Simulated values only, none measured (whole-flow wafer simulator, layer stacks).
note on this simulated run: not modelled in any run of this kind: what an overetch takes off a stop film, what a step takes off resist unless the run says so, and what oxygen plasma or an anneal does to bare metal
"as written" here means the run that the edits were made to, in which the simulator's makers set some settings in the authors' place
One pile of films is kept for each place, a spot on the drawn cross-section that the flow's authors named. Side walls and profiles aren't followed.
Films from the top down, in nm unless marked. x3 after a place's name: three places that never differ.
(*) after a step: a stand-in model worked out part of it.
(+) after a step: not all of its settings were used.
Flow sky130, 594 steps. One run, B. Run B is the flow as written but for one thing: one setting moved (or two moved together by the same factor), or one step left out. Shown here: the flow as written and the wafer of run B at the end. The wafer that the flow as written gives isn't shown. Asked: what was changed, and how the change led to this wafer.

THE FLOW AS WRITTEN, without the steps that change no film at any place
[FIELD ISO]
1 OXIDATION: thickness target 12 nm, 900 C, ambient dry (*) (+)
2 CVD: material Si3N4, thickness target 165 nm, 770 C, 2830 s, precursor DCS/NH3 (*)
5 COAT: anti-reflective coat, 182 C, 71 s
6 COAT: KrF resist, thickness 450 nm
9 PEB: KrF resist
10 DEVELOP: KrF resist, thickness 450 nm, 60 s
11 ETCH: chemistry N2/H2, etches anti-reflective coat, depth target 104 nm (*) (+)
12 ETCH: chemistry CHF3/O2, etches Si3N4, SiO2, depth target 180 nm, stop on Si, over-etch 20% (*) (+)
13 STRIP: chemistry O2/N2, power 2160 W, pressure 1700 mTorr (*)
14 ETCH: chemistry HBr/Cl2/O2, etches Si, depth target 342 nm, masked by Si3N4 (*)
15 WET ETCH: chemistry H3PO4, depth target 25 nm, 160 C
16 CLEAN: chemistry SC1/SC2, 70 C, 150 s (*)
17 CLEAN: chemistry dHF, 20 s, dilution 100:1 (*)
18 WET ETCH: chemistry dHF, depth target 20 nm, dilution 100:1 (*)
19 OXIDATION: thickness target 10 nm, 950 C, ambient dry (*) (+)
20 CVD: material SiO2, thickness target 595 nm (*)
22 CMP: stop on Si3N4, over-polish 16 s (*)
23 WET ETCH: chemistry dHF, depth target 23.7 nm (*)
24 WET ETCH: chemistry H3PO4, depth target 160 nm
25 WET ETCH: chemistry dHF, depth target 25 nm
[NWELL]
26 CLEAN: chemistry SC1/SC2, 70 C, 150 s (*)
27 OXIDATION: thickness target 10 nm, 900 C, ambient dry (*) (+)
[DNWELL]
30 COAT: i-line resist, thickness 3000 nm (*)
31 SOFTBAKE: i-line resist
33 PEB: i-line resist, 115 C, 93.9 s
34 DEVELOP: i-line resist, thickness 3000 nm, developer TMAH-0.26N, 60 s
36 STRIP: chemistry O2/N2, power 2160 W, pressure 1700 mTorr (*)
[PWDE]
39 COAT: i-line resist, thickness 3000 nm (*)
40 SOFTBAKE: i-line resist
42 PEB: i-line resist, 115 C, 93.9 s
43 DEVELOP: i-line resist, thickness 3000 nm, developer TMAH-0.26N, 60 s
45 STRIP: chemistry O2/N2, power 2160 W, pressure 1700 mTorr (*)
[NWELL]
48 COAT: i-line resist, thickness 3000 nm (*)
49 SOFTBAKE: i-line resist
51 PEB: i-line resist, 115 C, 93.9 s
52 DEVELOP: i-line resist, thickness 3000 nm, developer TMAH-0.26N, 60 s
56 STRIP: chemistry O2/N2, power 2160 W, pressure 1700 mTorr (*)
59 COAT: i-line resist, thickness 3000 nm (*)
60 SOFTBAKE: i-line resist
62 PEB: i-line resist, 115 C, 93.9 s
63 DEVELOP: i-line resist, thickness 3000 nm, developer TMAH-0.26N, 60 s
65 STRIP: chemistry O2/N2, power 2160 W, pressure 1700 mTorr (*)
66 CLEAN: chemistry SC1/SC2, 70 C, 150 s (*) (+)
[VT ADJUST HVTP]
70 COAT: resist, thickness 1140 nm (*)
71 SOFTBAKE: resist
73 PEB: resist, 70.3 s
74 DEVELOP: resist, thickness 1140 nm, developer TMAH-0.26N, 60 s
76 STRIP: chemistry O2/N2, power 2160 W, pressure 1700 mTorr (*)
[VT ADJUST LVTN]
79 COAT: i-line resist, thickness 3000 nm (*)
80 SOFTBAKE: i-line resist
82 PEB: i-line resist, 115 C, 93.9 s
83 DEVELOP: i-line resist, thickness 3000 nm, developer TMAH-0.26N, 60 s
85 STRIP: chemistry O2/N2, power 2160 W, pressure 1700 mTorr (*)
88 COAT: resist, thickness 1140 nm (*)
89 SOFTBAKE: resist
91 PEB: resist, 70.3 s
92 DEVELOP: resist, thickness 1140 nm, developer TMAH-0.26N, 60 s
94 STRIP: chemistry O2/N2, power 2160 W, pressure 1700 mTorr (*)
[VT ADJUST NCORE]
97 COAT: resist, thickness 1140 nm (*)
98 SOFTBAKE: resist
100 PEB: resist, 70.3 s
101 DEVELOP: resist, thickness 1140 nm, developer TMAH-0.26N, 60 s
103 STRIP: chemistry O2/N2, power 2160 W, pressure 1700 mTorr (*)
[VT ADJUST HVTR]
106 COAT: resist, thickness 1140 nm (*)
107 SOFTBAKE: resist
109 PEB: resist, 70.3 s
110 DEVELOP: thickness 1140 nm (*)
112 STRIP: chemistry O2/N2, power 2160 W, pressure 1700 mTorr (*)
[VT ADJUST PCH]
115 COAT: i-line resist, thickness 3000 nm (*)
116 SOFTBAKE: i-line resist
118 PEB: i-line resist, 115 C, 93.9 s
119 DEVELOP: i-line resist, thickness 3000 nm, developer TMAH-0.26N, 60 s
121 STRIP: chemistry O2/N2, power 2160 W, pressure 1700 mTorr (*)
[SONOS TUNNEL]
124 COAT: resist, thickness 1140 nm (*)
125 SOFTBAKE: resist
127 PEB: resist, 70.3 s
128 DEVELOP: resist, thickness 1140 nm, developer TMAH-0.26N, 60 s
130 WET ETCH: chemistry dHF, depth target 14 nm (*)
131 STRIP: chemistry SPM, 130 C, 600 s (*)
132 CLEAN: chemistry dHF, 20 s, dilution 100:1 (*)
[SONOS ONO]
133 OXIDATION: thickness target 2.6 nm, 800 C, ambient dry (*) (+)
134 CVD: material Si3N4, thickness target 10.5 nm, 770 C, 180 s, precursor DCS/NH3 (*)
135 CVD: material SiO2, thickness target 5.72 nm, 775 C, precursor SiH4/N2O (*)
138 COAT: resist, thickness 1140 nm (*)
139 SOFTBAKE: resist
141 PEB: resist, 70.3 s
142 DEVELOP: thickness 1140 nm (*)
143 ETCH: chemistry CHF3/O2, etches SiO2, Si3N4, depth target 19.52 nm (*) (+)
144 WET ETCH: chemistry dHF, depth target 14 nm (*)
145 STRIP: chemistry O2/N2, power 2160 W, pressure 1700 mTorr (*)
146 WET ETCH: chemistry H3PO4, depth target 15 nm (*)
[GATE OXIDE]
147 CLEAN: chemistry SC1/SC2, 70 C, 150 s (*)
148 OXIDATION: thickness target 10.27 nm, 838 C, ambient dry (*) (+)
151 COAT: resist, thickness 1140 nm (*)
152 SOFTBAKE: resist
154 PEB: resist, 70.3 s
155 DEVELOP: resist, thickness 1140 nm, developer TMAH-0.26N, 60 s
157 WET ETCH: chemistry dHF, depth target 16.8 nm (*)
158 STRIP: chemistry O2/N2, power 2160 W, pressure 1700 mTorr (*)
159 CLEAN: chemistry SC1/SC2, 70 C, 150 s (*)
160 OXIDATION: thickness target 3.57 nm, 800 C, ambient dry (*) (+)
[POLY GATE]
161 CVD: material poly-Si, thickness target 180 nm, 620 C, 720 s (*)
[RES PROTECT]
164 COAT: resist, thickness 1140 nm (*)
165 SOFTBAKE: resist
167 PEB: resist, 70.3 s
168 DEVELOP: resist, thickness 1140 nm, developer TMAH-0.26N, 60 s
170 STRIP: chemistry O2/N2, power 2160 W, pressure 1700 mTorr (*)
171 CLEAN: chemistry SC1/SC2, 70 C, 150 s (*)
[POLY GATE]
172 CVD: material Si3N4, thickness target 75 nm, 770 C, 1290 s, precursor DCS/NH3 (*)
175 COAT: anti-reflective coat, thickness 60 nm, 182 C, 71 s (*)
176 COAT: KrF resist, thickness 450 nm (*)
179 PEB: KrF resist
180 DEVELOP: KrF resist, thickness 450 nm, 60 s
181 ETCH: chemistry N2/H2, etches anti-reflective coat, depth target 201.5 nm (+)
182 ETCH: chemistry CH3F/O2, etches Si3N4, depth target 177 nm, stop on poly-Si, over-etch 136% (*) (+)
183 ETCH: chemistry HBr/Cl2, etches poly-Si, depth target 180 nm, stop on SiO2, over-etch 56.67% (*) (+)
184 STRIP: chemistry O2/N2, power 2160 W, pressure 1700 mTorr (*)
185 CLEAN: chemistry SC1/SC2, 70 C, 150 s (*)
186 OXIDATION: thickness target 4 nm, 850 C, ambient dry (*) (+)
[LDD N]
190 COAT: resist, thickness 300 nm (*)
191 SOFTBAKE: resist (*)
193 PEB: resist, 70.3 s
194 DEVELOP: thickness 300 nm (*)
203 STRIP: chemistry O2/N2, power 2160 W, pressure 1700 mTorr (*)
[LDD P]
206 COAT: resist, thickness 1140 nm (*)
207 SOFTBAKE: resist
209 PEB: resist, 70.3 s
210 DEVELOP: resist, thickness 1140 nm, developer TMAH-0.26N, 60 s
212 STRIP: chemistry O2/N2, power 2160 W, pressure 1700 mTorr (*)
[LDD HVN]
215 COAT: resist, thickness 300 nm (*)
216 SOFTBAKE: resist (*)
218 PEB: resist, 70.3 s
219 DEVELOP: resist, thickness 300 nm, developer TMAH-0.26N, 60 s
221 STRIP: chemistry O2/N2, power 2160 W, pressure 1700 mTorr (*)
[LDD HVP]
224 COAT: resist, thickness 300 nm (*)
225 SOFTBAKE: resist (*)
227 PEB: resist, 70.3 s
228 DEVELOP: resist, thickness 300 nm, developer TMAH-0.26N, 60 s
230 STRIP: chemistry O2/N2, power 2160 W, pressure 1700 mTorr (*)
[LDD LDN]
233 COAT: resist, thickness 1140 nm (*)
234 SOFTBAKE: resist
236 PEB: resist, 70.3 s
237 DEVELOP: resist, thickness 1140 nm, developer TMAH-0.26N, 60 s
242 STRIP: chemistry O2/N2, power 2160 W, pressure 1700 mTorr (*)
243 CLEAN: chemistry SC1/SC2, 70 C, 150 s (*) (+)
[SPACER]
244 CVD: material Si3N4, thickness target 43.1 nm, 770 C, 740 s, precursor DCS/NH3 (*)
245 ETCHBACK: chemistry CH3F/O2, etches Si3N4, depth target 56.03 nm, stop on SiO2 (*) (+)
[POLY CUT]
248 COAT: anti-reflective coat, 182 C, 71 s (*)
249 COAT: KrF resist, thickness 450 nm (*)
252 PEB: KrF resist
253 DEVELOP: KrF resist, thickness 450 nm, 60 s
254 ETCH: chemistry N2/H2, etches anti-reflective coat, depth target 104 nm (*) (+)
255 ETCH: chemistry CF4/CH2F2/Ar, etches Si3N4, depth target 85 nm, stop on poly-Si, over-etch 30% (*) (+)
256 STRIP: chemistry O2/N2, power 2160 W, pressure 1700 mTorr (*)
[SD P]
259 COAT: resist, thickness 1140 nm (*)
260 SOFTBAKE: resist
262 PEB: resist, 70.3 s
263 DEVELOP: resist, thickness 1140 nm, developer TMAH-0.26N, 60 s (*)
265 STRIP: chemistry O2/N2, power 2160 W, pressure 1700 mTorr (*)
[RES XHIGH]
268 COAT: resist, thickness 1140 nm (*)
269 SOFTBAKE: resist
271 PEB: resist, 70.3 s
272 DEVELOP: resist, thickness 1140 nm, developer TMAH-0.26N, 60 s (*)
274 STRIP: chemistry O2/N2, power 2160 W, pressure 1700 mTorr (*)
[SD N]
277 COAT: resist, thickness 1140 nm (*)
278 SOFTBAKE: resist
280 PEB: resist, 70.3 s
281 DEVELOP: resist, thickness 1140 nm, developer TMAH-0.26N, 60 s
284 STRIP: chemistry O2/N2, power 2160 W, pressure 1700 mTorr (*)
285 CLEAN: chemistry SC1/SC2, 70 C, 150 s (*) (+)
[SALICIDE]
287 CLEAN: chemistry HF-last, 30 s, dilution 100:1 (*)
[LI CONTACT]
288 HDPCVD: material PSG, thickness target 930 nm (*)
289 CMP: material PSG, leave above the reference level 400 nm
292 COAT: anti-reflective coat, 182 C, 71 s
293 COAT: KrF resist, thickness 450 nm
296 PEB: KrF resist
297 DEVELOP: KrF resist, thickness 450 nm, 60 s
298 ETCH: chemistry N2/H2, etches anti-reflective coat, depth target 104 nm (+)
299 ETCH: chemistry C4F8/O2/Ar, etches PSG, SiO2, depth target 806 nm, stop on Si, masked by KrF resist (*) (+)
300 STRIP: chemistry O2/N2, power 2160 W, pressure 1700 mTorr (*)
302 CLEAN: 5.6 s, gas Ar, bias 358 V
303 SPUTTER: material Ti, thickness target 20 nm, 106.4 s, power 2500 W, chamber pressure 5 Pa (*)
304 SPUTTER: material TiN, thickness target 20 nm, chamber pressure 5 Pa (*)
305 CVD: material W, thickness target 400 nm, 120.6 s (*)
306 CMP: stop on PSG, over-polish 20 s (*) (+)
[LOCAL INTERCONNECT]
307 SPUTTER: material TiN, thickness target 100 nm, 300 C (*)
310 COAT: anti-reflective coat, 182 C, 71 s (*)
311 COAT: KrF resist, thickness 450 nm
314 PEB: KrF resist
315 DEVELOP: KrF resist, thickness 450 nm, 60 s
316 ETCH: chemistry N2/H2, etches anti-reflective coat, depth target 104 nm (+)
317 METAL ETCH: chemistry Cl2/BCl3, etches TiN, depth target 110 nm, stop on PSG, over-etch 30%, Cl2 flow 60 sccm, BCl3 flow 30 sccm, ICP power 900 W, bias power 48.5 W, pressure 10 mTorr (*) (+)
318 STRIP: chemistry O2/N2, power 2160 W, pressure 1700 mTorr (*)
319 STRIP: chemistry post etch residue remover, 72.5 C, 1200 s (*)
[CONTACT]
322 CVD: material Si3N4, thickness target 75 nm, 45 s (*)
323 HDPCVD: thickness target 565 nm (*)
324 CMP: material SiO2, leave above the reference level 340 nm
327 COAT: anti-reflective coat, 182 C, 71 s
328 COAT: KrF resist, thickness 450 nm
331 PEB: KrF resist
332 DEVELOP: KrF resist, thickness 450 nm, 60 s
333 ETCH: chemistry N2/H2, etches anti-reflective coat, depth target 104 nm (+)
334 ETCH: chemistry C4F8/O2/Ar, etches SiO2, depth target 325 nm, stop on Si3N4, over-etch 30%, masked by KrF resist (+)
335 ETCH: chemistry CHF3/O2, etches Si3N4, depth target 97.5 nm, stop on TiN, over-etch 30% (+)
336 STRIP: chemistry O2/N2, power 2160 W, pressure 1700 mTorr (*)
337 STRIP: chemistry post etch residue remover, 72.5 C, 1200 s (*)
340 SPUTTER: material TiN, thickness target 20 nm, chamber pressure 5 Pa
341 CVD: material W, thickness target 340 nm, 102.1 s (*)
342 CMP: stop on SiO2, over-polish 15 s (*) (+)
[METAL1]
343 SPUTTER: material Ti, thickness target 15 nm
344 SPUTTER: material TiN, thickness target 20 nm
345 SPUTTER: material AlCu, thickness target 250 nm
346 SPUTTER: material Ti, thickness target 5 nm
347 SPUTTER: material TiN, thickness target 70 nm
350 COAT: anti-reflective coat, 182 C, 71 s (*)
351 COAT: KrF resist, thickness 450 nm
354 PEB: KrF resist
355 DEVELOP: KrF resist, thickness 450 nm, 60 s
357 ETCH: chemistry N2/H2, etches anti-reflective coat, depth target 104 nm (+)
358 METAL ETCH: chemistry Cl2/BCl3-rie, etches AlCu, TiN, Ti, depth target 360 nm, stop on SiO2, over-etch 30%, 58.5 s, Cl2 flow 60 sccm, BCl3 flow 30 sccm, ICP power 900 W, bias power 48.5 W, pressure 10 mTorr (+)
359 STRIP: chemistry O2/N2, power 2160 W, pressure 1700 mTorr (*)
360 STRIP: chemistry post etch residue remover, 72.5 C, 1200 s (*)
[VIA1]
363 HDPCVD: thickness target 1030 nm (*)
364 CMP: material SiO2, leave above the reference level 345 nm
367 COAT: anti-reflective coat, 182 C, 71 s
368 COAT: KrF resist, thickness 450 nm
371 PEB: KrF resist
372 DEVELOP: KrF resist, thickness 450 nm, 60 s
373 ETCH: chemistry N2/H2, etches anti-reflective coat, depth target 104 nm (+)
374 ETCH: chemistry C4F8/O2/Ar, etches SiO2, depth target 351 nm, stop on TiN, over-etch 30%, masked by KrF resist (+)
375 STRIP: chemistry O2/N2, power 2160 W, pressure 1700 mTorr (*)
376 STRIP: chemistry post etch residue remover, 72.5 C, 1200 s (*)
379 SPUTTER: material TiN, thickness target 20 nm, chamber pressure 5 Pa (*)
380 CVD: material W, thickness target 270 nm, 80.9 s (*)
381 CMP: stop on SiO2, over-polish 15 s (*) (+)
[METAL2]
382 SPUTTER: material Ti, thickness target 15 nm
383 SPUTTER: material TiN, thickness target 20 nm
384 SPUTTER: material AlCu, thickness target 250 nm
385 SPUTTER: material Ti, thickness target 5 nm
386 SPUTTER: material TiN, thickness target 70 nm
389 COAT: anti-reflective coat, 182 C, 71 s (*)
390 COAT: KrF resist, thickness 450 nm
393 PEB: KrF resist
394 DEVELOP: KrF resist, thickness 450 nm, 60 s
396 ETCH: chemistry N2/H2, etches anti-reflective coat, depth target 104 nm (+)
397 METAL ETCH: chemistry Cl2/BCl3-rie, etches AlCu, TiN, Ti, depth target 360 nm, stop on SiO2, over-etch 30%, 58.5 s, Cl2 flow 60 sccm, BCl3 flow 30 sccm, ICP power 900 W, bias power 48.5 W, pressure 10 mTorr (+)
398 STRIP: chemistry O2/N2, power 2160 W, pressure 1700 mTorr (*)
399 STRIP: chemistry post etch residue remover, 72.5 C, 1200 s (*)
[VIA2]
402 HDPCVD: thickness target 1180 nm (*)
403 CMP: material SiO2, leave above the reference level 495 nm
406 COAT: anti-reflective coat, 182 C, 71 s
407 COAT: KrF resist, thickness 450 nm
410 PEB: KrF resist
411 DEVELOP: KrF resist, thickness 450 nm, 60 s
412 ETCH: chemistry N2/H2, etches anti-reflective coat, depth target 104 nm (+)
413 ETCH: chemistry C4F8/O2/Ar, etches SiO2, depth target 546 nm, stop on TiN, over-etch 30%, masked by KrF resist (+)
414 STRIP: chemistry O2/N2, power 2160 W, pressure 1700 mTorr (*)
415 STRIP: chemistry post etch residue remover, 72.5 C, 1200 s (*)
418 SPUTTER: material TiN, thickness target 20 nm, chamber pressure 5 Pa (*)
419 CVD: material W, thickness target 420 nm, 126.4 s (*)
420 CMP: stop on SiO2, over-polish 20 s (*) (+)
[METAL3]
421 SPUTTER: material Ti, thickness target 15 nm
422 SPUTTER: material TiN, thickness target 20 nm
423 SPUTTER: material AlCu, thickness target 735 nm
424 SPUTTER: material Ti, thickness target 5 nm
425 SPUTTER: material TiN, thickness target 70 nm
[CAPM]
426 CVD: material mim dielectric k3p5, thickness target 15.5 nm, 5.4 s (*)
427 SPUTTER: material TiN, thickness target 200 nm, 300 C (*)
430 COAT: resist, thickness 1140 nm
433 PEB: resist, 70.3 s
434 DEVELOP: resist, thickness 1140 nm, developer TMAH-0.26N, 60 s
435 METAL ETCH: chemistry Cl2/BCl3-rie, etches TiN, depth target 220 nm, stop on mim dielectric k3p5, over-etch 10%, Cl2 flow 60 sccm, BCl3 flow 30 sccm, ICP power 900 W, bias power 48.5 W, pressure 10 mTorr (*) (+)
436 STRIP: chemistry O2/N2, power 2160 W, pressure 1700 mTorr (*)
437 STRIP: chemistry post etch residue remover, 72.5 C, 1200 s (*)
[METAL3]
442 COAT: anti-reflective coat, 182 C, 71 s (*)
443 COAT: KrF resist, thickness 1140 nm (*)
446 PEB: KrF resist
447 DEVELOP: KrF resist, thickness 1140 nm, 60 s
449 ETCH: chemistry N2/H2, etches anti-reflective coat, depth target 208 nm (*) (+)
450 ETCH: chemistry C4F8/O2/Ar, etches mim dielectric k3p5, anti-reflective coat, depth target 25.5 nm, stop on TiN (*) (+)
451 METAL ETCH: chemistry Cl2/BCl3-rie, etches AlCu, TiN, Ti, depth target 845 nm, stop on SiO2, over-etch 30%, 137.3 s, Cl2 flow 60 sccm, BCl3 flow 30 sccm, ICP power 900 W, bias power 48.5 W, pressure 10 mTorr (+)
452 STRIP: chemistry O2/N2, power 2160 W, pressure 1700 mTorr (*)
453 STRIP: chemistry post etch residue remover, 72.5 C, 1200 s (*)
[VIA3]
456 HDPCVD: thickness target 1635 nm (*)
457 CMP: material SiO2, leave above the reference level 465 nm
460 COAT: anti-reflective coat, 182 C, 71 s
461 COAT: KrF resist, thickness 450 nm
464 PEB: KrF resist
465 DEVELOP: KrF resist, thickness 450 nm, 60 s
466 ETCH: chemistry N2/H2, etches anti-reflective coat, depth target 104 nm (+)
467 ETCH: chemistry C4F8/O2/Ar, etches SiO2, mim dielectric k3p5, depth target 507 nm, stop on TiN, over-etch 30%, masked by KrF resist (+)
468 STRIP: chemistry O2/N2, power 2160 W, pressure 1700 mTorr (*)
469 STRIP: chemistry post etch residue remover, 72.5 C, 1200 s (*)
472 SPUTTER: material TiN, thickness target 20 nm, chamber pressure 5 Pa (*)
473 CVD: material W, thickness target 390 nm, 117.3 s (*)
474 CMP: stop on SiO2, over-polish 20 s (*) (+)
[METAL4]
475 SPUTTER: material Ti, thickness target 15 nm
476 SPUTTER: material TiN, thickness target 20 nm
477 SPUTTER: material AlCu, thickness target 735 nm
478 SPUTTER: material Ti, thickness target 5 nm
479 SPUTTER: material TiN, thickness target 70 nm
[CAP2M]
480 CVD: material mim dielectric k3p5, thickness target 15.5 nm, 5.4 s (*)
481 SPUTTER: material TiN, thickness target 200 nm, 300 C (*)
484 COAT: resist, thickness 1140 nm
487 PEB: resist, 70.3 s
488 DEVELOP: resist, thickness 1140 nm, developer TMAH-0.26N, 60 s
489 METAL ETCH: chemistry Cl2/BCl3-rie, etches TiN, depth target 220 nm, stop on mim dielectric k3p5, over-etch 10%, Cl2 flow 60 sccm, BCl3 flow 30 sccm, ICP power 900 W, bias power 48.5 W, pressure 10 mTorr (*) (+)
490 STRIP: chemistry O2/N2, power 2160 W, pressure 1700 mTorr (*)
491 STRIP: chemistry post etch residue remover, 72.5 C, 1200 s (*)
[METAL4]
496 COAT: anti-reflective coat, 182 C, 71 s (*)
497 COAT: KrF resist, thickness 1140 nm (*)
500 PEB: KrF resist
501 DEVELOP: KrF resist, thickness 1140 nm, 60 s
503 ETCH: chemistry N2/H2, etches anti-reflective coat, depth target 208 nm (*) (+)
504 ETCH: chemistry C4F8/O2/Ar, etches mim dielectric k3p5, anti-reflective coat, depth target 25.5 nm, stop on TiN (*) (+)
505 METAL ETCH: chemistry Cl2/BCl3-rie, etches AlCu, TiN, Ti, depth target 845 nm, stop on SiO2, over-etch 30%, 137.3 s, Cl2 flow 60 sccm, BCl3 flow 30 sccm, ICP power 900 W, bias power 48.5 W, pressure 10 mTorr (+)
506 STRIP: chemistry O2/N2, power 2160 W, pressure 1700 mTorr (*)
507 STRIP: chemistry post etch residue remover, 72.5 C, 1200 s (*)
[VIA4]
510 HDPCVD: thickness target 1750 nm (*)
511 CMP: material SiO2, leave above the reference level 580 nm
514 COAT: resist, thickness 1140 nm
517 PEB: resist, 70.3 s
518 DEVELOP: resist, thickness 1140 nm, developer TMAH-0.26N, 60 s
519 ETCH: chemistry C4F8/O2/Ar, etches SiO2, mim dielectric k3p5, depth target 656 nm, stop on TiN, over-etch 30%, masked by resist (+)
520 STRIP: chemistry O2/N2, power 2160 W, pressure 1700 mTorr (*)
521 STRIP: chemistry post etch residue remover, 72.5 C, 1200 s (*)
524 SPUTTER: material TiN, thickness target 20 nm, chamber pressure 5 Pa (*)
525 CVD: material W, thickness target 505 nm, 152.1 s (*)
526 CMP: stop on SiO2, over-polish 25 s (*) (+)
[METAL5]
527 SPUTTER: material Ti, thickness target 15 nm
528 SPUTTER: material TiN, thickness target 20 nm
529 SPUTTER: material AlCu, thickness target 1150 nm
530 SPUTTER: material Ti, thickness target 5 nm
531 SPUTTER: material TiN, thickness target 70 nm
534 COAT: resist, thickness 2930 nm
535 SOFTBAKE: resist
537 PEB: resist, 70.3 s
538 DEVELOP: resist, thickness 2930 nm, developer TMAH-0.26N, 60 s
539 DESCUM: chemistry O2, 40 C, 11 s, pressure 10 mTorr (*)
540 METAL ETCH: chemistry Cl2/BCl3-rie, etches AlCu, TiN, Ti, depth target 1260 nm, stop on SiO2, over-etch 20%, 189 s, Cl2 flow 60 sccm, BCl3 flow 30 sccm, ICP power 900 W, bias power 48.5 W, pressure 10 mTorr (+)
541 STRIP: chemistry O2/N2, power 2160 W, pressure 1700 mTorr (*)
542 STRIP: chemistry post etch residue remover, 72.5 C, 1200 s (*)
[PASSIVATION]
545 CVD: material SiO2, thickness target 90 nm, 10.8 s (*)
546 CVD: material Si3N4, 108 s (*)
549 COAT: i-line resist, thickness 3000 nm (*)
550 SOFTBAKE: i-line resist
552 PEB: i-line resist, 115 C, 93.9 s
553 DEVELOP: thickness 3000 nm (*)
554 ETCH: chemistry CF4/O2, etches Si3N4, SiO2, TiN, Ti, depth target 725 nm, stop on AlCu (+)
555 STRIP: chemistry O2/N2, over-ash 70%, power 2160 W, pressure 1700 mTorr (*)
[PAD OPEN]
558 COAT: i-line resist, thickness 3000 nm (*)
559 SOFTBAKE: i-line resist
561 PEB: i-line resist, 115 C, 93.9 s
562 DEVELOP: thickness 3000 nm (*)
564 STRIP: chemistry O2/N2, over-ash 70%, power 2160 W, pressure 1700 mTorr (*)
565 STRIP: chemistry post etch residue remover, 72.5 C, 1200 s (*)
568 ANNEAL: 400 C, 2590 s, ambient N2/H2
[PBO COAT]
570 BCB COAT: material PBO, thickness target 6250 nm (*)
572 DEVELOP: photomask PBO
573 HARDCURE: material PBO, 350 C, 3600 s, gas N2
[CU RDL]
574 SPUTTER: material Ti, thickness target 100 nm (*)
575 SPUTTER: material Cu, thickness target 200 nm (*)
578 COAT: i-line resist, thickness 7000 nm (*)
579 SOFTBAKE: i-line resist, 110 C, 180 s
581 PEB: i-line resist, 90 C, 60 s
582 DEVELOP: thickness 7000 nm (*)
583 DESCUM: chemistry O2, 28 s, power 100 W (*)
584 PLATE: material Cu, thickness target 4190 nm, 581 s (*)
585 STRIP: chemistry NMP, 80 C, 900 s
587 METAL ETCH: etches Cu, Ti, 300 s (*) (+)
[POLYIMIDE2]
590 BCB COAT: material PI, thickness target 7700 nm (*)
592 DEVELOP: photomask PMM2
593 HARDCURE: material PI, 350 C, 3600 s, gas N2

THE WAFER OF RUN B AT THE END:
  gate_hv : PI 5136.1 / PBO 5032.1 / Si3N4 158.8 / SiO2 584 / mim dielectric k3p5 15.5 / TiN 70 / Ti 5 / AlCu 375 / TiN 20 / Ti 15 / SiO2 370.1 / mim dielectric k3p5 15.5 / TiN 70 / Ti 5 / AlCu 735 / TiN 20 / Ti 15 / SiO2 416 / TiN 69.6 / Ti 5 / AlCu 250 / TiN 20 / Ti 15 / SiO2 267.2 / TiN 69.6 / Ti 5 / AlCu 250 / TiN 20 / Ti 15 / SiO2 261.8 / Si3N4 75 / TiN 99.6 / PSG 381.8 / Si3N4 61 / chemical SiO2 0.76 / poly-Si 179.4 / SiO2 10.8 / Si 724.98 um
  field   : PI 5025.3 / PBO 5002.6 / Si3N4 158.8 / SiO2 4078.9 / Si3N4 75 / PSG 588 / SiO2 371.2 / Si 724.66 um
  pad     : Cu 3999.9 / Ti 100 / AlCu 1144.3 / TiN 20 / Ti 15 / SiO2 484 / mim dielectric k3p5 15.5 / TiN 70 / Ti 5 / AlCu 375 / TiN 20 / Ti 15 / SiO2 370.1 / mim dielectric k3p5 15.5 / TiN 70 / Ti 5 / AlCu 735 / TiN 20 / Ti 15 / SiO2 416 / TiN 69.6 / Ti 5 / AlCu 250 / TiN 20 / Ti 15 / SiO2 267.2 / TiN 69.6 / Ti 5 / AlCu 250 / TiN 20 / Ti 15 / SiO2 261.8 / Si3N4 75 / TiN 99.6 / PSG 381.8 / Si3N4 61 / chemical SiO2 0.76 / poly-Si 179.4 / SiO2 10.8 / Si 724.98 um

The cause: step 477, SPUTTER: thickness target 375 nm was run, where the flow has thickness target 735 nm.
It can be read off the wafer: gate_hv has AlCu 375, and step 477 as written asks for 735 nm.

How the change led to this, step by step:
  477 SPUTTER: material AlCu, thickness target 735 nm
      field, active, n_well and 189 more: AlCu +375 (new film) (as written it would be: AlCu +735 (new film))
  505 METAL ETCH: chemistry Cl2/BCl3-rie, etches AlCu, TiN, Ti, depth target 845 nm, stop on SiO2, over-etch 30%, 137.3 s, Cl2 flow 60 sccm, BCl3 flow 30 sccm, ICP power 900 W, bias power 48.5 W, pressure 10 mTorr (+)
      field, gate, spacer and 68 more: TiN -70 (all of it), Ti -5 (all of it), AlCu -375 (all of it), TiN -20 (all of it), Ti -15 (all of it), SiO2 -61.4 (as written it would be: TiN -70 (all of it), Ti -5 (all of it), AlCu -735 (all of it), TiN -20 (all of it), Ti -15 (all of it), SiO2 -25.4)
      active, vpp_iso1, m1_ln and 13 more: TiN -70 (all of it), Ti -5 (all of it), AlCu -375 (all of it), TiN -20 (all of it), Ti -15 (all of it), SiO2 -61.3 (as written it would be: TiN -70 (all of it), Ti -5 (all of it), AlCu -735 (all of it), TiN -20 (all of it), Ti -15 (all of it), SiO2 -25.3)
      (and at 1 more place)
  511 CMP: material SiO2, leave above the reference level 580 nm
      field, active, gate and 77 more: SiO2 -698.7 (as written it would be: SiO2 -374.7)
      iso_guard__w1, mim_edge_gap, vpp_m3ln, rpm_encl, via2_enc, rpm_encl_psd, iso_guard_nsd_tip: SiO2 -698.6 (as written it would be: SiO2 -374.6)
      (and at 1 more place)
